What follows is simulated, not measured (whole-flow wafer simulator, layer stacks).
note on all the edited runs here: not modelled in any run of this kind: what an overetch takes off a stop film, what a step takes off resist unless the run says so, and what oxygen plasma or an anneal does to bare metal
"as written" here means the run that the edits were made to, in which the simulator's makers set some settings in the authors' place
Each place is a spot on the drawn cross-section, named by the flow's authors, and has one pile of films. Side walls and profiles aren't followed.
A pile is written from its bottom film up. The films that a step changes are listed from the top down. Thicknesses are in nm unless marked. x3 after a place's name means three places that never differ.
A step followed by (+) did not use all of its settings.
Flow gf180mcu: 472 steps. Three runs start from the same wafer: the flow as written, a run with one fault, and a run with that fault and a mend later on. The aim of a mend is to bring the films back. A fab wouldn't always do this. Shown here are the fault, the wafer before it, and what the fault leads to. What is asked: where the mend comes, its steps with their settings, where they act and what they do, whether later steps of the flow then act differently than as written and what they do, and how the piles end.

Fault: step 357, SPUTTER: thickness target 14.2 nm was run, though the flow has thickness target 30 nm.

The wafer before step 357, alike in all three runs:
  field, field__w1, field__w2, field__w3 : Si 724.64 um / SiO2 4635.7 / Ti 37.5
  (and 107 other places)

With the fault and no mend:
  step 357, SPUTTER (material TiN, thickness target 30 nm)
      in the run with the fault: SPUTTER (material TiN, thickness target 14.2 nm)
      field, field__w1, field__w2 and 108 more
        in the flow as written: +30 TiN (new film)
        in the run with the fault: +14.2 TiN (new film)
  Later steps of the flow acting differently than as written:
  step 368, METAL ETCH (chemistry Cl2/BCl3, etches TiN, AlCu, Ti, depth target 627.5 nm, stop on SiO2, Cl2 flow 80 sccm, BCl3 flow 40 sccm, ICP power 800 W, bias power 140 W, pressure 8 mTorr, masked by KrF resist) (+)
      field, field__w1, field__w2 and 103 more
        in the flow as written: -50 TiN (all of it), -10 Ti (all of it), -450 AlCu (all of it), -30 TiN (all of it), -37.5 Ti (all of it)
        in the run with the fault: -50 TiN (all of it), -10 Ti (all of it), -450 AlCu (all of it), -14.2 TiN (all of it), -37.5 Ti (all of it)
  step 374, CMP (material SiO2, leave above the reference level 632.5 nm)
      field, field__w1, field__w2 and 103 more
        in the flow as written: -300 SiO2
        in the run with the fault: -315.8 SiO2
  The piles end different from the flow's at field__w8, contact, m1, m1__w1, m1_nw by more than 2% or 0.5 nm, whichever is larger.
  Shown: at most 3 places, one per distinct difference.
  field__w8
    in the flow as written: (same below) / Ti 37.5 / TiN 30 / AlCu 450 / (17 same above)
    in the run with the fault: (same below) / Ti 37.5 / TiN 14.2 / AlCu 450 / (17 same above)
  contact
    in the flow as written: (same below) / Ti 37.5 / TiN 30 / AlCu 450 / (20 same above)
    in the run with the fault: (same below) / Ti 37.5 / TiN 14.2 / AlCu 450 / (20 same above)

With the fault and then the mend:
  The mend stands after step 357.
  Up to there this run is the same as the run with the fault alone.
  step 357a, SPUTTER (material TiN, thickness target 15.8 nm) (the flow's step 357 again, with other settings)
      field, field__w1, field__w2 and 108 more
        +15.8 TiN
  Every later step of the flow that is run acts as written at every place that is followed.
  At every place that both follow, the piles at the end match the flow's.
